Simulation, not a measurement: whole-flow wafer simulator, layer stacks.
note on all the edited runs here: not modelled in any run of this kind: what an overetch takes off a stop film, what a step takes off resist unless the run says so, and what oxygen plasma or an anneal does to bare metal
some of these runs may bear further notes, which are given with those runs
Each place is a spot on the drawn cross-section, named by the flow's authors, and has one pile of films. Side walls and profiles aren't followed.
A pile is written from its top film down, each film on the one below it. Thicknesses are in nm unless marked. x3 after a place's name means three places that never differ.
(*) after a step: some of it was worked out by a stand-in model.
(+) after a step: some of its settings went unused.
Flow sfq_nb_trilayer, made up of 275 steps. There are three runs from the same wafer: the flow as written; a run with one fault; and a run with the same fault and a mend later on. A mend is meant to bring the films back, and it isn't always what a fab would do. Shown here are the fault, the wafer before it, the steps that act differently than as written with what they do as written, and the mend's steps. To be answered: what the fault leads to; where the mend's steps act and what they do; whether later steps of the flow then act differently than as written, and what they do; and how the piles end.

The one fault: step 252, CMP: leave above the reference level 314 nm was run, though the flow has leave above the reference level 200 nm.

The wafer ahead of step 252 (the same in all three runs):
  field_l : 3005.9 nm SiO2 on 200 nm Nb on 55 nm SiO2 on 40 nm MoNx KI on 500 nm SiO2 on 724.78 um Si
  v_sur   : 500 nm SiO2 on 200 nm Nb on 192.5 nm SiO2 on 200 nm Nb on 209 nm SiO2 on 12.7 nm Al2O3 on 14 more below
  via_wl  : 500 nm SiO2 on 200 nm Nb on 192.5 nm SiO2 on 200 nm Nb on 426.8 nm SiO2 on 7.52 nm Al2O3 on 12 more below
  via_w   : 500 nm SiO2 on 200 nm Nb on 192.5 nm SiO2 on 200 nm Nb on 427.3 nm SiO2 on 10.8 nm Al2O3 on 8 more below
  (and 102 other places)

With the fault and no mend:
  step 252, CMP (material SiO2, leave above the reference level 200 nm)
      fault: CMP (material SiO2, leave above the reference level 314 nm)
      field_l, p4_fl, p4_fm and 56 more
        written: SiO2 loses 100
        fault: nothing
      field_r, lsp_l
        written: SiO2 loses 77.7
        fault: nothing
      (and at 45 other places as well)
  Steps later in the flow that act otherwise than as written (not shown: 5 more steps that differ only slightly, by at most 2% or 0.5 nm, whichever is larger):
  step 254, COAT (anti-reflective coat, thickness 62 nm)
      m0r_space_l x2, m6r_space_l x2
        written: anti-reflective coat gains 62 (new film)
        fault: anti-reflective coat gains 64 (new film)
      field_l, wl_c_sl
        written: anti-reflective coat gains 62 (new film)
        fault: anti-reflective coat gains 64.4 (new film)
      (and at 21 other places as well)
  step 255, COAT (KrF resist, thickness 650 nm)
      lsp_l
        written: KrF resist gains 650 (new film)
        fault: KrF resist gains 665.1 (new film)
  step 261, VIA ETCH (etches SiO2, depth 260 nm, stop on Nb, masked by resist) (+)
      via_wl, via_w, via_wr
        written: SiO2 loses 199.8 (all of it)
        fault: SiO2 loses 260
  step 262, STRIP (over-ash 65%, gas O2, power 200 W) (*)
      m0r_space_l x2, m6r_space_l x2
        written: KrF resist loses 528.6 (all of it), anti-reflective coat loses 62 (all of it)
        fault: KrF resist loses 530.7 (all of it), anti-reflective coat loses 64 (all of it)
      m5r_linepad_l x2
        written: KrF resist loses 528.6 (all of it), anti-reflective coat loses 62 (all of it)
        fault: KrF resist loses 526.4 (all of it), anti-reflective coat loses 68.4 (all of it)
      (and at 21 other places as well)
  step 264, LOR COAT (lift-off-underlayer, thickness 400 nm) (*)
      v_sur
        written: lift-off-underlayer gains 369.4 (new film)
        fault: lift-off-underlayer gains 357.7 (new film)
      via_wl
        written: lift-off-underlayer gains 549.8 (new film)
        fault: lift-off-underlayer gains 590.3 (new film)
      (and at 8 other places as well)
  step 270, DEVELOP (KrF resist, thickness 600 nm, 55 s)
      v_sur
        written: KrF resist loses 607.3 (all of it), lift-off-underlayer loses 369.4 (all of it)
        fault: KrF resist loses 606.8 (all of it), lift-off-underlayer loses 357.7 (all of it)
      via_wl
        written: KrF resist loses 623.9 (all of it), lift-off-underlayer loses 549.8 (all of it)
        fault: KrF resist loses 630.8 (all of it), lift-off-underlayer loses 590.3 (all of it)
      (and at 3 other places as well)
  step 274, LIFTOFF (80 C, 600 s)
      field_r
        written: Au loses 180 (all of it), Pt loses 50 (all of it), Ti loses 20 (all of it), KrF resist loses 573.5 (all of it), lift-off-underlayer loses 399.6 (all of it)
        fault: Au loses 180 (all of it), Pt loses 50 (all of it), Ti loses 20 (all of it), KrF resist loses 577 (all of it), lift-off-underlayer loses 422.5 (all of it)
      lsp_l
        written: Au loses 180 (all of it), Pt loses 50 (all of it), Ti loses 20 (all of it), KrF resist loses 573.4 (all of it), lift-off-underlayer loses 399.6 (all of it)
        fault: Au loses 180 (all of it), Pt loses 50 (all of it), Ti loses 20 (all of it), KrF resist loses 577.8 (all of it), lift-off-underlayer loses 421.2 (all of it)
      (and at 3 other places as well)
  The piles end different from the flow's at field_l, v_sur, via_wl and 103 more by more than 2% or 0.5 nm, whichever is larger.
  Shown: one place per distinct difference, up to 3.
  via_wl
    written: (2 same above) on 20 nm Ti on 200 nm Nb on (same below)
    fault: (2 same above) on 20 nm Ti on 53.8 nm SiO2 on 200 nm Nb on (same below)
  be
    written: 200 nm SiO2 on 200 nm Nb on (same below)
    fault: 314 nm SiO2 on 200 nm Nb on (same below)
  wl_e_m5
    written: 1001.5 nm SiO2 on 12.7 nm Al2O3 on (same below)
    fault: 1101.5 nm SiO2 on 12.7 nm Al2O3 on (same below)

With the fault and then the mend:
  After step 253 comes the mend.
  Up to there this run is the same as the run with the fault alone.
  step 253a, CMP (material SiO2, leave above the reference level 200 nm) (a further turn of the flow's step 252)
      field_l, p4_fl, p4_fm and 56 more
        SiO2 loses 100
      v_sur, via_wl, via_w and 40 more
        SiO2 loses 114
      field_r, lsp_l
        SiO2 loses 77.7
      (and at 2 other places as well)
  Every later step of the flow that is run acts as written at every place that is followed.
  By the end, the piles equal the flow's at every place that both follow.
